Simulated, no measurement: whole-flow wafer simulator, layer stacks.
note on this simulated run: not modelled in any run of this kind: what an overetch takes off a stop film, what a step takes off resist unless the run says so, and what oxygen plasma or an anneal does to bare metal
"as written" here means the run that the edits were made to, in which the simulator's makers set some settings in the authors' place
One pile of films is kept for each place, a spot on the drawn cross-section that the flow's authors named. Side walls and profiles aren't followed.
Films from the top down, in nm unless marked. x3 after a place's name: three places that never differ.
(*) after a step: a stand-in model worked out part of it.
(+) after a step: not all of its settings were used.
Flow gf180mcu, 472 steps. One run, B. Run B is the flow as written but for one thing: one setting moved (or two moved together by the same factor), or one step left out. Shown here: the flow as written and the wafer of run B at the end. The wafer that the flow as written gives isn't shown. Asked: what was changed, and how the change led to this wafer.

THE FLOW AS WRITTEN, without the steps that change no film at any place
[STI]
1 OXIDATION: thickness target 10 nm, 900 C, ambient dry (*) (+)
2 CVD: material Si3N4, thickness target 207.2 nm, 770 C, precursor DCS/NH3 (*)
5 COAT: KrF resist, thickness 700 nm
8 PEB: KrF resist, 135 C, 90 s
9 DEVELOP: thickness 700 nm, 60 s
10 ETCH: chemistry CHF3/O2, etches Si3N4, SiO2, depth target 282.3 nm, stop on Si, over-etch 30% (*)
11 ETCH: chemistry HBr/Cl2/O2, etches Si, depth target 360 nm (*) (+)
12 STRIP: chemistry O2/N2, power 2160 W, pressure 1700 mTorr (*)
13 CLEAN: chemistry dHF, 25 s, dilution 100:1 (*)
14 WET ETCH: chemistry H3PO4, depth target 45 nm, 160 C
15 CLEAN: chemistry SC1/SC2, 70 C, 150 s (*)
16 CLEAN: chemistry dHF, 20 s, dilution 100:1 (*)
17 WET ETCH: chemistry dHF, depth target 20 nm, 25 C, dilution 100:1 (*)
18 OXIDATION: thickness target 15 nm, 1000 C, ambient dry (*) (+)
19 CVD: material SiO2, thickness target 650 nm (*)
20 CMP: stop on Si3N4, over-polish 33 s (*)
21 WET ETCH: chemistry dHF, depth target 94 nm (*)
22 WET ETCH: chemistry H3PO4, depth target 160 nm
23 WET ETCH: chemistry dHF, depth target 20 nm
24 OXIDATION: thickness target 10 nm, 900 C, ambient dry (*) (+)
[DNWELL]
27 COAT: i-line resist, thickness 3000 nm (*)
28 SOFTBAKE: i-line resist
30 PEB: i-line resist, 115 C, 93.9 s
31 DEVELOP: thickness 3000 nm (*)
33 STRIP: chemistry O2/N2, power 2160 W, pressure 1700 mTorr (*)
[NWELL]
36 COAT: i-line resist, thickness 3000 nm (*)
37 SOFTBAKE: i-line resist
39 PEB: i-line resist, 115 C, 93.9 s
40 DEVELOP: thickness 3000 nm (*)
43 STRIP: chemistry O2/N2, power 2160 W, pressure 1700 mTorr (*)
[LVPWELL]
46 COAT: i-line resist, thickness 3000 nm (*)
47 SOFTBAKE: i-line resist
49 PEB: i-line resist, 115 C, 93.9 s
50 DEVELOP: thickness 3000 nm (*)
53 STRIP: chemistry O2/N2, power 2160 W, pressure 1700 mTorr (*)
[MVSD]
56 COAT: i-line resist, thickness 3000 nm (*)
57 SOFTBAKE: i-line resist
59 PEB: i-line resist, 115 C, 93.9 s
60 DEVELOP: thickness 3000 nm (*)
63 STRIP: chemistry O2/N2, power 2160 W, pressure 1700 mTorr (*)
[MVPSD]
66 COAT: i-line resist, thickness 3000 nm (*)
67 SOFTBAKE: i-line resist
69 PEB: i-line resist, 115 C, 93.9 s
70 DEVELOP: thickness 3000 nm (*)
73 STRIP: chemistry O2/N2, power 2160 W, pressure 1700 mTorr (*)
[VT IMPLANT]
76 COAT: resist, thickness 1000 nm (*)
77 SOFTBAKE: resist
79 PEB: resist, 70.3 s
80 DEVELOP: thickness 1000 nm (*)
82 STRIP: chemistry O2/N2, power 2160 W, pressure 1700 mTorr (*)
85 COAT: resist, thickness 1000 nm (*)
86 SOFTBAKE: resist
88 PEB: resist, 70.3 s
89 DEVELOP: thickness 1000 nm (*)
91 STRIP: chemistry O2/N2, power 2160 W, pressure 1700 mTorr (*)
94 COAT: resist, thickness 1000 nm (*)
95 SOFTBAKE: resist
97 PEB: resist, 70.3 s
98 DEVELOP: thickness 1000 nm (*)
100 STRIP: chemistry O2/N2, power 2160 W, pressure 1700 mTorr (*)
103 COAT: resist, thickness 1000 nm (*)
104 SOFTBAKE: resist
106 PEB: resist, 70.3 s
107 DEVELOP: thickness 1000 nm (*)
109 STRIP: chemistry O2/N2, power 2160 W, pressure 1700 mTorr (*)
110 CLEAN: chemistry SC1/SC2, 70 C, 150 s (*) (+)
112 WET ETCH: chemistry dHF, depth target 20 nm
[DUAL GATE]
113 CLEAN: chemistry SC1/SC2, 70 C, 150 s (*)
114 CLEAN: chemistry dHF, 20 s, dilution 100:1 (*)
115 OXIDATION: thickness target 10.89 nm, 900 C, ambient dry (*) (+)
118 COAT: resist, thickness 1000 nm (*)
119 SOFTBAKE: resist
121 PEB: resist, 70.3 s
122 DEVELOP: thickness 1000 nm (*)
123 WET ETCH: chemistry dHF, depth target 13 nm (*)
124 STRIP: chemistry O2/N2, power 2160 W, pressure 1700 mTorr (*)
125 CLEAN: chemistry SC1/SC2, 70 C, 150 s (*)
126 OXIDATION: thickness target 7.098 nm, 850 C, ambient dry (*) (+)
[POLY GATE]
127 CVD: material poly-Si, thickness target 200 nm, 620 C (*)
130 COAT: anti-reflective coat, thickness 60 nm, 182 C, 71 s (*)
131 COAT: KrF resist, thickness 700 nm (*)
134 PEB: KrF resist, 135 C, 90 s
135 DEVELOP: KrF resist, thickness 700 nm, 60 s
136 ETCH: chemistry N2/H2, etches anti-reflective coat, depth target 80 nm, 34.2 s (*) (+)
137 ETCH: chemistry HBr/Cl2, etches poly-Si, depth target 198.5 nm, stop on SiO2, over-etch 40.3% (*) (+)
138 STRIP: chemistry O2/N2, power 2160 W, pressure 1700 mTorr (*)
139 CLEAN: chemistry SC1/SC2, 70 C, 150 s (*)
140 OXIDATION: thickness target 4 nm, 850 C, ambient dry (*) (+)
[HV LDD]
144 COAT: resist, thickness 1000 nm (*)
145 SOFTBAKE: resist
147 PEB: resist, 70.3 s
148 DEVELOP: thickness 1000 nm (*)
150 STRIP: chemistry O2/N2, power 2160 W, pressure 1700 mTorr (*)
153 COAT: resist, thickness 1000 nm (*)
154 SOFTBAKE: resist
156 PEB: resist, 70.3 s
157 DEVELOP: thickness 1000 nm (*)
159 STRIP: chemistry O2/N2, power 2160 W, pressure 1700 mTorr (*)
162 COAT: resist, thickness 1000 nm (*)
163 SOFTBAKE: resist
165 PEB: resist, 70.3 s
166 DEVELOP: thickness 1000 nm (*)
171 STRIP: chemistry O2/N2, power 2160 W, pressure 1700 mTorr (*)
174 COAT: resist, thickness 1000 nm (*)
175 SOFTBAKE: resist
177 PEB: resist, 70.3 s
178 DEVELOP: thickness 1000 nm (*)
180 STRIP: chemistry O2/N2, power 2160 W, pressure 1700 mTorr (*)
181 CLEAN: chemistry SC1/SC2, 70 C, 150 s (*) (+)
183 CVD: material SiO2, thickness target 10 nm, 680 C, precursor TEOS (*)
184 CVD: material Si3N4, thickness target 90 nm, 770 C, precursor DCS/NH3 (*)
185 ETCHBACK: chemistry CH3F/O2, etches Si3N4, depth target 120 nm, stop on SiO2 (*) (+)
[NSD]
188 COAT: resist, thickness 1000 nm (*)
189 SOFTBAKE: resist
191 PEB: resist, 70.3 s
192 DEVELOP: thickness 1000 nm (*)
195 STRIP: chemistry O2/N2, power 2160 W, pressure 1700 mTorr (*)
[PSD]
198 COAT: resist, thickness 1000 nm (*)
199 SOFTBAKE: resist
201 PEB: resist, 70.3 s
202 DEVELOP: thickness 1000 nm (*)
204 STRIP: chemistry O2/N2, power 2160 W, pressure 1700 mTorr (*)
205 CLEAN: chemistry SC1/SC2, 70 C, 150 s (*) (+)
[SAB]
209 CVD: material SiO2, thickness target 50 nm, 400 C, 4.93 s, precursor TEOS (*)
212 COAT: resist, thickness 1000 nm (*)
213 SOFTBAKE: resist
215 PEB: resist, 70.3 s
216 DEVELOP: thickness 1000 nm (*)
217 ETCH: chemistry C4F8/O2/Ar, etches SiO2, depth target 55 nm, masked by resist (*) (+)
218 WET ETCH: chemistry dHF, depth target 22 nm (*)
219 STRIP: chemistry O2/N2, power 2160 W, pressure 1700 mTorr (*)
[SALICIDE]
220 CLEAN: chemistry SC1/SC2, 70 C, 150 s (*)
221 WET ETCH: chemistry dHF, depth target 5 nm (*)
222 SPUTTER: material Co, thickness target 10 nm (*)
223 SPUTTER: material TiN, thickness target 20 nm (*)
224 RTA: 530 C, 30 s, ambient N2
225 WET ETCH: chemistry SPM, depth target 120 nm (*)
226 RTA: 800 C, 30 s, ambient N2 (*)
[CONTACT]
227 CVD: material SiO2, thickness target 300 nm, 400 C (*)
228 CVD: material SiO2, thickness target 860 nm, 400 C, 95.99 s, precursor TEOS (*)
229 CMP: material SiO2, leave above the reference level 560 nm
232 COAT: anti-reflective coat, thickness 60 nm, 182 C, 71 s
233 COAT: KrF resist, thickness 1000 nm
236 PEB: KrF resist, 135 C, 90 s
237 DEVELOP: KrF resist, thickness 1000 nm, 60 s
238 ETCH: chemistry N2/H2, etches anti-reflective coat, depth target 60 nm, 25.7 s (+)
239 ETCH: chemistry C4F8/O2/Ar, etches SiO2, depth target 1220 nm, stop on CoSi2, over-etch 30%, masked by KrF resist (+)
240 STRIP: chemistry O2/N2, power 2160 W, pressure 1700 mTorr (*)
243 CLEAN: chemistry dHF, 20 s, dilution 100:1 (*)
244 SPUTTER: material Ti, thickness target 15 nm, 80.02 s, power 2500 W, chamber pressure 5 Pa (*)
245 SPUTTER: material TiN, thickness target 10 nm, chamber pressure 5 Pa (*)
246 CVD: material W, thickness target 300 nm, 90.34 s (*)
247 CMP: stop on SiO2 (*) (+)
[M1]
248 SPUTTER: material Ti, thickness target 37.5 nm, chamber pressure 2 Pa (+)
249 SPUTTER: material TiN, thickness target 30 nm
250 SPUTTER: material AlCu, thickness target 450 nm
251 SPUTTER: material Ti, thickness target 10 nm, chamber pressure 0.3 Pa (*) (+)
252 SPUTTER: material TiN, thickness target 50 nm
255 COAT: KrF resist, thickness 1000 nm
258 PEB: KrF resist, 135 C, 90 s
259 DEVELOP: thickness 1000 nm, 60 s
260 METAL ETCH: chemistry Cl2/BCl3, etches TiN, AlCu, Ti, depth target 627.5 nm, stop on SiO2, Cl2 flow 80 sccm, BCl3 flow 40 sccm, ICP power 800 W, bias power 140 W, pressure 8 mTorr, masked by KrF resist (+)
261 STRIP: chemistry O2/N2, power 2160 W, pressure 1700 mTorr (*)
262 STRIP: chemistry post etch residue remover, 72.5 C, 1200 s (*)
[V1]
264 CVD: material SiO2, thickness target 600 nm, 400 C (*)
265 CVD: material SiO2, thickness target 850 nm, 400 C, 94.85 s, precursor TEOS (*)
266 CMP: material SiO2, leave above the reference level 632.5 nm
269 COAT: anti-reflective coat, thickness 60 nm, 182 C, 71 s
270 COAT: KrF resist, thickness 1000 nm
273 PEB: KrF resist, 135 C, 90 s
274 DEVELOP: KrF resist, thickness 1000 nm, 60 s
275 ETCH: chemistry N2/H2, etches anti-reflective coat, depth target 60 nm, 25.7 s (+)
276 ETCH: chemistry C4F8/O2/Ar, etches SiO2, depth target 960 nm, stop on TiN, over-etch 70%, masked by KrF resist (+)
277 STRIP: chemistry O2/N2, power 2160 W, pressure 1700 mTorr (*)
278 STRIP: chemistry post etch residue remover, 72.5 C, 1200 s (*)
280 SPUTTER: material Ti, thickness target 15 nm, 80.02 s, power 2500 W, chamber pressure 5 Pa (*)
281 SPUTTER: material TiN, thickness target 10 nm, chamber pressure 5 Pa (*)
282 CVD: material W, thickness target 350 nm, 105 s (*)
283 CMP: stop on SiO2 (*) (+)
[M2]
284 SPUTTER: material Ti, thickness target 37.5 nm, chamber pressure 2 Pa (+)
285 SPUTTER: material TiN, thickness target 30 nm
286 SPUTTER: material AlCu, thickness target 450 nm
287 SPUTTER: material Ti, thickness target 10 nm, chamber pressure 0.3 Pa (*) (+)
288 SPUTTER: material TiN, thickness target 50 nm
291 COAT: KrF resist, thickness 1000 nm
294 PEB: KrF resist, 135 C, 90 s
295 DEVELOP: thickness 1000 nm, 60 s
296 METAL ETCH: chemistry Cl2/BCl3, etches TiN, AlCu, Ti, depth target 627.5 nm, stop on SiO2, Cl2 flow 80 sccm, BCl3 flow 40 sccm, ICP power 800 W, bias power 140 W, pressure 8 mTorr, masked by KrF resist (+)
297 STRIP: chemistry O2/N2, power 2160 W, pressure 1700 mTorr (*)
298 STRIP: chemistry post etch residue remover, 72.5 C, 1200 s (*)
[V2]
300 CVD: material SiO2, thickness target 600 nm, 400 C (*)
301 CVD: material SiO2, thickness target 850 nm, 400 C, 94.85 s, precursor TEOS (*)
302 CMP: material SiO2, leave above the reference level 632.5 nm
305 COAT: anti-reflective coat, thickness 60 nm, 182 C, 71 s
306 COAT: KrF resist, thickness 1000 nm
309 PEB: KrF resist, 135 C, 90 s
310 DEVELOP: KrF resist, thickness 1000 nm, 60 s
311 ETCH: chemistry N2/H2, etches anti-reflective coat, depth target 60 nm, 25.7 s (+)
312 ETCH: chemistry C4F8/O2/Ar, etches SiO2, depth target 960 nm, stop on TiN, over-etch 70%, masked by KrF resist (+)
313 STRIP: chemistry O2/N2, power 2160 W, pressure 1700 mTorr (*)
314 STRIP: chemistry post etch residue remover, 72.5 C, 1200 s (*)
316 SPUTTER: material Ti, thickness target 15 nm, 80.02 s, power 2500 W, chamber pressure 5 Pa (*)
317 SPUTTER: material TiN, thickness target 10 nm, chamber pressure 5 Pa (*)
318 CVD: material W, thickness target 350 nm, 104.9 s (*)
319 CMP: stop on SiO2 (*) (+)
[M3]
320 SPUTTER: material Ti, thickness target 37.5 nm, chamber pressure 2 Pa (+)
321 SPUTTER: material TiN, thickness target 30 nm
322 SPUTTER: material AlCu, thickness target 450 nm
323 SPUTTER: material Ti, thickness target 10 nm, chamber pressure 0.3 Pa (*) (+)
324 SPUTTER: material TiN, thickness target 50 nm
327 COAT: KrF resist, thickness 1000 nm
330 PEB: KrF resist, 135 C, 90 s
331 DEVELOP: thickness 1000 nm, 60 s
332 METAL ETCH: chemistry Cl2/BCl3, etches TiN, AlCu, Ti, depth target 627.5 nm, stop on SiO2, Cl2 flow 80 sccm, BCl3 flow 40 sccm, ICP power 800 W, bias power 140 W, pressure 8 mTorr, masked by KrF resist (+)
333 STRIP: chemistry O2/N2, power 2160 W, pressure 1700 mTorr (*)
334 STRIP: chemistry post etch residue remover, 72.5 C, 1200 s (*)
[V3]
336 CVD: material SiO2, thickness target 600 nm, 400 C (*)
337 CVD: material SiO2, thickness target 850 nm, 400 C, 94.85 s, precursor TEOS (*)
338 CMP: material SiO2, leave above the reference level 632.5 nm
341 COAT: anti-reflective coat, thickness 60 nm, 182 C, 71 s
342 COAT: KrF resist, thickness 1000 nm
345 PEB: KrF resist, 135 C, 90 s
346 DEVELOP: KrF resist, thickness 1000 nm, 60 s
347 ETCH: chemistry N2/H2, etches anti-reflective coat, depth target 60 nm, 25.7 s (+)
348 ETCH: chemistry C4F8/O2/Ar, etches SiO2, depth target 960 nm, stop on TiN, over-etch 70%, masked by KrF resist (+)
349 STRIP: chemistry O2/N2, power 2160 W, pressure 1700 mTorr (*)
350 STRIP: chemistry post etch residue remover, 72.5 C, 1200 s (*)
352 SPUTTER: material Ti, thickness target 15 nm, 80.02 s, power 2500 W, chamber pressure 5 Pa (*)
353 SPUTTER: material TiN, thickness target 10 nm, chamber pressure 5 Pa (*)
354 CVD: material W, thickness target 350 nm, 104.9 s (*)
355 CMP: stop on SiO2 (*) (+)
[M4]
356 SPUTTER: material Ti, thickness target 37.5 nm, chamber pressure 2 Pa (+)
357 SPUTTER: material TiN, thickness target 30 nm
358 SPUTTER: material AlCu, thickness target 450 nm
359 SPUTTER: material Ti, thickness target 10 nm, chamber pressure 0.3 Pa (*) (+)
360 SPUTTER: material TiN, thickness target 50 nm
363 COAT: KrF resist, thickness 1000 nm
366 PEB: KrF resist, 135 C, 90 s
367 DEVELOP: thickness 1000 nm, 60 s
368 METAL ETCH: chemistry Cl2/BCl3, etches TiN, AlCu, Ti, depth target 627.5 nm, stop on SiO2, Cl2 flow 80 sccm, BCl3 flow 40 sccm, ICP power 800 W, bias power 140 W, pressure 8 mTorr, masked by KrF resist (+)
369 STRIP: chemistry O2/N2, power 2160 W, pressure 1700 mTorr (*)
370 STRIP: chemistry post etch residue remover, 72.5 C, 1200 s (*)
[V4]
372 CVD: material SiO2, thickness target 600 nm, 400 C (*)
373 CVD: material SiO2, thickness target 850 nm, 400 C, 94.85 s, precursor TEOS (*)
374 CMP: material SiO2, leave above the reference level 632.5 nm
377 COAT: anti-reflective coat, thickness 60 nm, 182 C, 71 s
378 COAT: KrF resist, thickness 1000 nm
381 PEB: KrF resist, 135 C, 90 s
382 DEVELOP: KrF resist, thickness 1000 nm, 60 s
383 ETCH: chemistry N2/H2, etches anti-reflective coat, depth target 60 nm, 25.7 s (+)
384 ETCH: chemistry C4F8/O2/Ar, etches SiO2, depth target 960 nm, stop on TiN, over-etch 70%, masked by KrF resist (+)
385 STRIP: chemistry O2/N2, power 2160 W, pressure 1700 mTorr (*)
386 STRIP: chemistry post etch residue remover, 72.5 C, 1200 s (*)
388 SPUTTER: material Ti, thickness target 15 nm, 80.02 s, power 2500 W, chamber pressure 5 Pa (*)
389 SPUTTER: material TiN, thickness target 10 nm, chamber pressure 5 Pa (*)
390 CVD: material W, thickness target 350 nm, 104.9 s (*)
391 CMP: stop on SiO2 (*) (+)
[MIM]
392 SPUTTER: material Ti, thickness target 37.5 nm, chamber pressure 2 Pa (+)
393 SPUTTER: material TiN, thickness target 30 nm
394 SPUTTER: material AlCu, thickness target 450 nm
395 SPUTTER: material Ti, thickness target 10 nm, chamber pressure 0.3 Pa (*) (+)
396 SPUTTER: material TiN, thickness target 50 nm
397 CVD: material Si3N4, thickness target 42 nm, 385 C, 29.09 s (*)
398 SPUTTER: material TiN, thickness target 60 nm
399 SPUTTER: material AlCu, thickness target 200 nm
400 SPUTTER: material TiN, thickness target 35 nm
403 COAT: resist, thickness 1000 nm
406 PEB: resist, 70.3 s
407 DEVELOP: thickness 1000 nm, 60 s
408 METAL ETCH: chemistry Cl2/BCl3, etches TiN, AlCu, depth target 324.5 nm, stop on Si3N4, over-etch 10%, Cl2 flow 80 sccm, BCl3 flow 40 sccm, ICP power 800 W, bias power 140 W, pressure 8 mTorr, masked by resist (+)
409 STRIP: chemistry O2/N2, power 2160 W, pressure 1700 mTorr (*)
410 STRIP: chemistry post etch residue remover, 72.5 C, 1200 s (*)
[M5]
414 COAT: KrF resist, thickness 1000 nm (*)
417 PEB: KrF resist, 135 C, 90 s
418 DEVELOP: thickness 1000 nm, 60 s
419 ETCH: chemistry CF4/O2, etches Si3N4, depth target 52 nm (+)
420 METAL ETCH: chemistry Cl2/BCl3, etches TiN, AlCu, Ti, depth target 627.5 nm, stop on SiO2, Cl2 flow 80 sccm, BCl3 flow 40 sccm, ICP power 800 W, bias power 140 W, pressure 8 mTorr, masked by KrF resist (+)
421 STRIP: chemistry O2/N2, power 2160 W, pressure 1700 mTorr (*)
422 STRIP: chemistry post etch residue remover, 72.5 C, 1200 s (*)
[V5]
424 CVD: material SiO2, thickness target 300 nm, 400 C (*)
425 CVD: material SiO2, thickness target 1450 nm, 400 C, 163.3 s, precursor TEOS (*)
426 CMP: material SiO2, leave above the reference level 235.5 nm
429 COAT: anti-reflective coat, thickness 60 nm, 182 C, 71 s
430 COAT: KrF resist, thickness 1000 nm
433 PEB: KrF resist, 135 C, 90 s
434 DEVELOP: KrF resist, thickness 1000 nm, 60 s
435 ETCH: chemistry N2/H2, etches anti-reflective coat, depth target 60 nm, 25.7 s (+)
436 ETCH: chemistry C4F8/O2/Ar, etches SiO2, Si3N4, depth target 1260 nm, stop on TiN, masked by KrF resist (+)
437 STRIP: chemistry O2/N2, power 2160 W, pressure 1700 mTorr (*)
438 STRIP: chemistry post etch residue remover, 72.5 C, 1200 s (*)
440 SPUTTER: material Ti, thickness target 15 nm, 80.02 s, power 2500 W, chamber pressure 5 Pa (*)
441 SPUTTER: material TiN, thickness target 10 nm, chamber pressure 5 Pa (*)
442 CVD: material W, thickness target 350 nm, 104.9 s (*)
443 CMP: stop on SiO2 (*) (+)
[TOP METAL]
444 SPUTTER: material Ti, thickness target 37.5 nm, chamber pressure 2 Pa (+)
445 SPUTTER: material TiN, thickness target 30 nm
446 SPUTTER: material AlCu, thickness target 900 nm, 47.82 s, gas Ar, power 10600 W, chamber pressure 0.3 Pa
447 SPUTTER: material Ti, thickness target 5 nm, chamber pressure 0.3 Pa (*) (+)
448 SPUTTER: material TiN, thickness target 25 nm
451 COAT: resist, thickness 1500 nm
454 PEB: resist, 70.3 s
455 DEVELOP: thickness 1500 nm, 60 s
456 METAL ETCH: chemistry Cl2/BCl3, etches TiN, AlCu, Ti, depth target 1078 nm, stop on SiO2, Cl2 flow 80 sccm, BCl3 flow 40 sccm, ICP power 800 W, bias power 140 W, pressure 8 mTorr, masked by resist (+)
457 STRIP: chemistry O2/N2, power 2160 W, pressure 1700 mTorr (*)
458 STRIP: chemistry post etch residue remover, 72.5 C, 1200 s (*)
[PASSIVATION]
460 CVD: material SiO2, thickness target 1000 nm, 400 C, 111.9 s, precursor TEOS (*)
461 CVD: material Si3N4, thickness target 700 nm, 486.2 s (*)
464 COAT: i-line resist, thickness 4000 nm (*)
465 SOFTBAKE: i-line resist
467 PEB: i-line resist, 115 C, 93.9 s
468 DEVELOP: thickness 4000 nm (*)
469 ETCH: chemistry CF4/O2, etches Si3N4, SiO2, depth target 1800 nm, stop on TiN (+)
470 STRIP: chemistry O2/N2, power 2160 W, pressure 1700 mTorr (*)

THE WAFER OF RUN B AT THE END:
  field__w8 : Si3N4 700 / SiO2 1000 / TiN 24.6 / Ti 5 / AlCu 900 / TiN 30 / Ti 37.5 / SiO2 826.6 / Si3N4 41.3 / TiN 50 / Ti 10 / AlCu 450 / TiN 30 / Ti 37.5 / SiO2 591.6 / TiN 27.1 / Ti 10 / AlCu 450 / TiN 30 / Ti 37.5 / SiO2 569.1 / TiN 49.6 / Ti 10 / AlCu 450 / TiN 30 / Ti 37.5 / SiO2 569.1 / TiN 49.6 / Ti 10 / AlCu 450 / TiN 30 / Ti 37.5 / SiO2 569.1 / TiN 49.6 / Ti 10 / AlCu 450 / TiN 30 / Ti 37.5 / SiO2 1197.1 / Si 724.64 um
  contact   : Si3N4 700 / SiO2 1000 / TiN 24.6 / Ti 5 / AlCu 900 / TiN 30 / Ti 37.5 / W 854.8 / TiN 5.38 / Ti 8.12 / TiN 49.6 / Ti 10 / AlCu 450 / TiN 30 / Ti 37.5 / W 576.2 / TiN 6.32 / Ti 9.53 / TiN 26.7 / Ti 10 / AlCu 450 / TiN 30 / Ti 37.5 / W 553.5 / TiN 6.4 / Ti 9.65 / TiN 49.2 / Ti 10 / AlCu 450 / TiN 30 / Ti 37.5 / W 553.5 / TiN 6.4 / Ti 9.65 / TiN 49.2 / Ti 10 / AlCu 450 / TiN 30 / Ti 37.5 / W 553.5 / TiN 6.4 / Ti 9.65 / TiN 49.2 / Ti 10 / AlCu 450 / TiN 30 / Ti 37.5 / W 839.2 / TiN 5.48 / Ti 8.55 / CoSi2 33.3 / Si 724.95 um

The cause: step 360, SPUTTER: thickness target 27.5 nm was run, where the flow has thickness target 50 nm.

How the change led to this, step by step:
  360 SPUTTER: material TiN, thickness target 50 nm
      field, field__w1, field__w2 and 108 more: TiN +27.5 (new film) (as written it would be: TiN +50 (new film))
  368 METAL ETCH: chemistry Cl2/BCl3, etches TiN, AlCu, Ti, depth target 627.5 nm, stop on SiO2, Cl2 flow 80 sccm, BCl3 flow 40 sccm, ICP power 800 W, bias power 140 W, pressure 8 mTorr, masked by KrF resist (+)
      field, field__w1, field__w2 and 103 more: TiN -27.5 (all of it), Ti -10 (all of it), AlCu -450 (all of it), TiN -30 (all of it), Ti -37.5 (all of it) (as written it would be: TiN -50 (all of it), Ti -10 (all of it), AlCu -450 (all of it), TiN -30 (all of it), Ti -37.5 (all of it))
  374 CMP: material SiO2, leave above the reference level 632.5 nm
      field__w8, contact, m1, m1__w1, m1_nw: SiO2 -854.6 (as written it would be: SiO2 -877.1)
  384 ETCH: chemistry C4F8/O2/Ar, etches SiO2, depth target 960 nm, stop on TiN, over-etch 70%, masked by KrF resist (+)
      contact: SiO2 -595 (all of it) (as written it would be: SiO2 -572.5 (all of it))
  390 CVD: material W, thickness target 350 nm, 104.9 s (*)
      contact: W +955 (new film) (as written it would be: W +932.3 (new film))
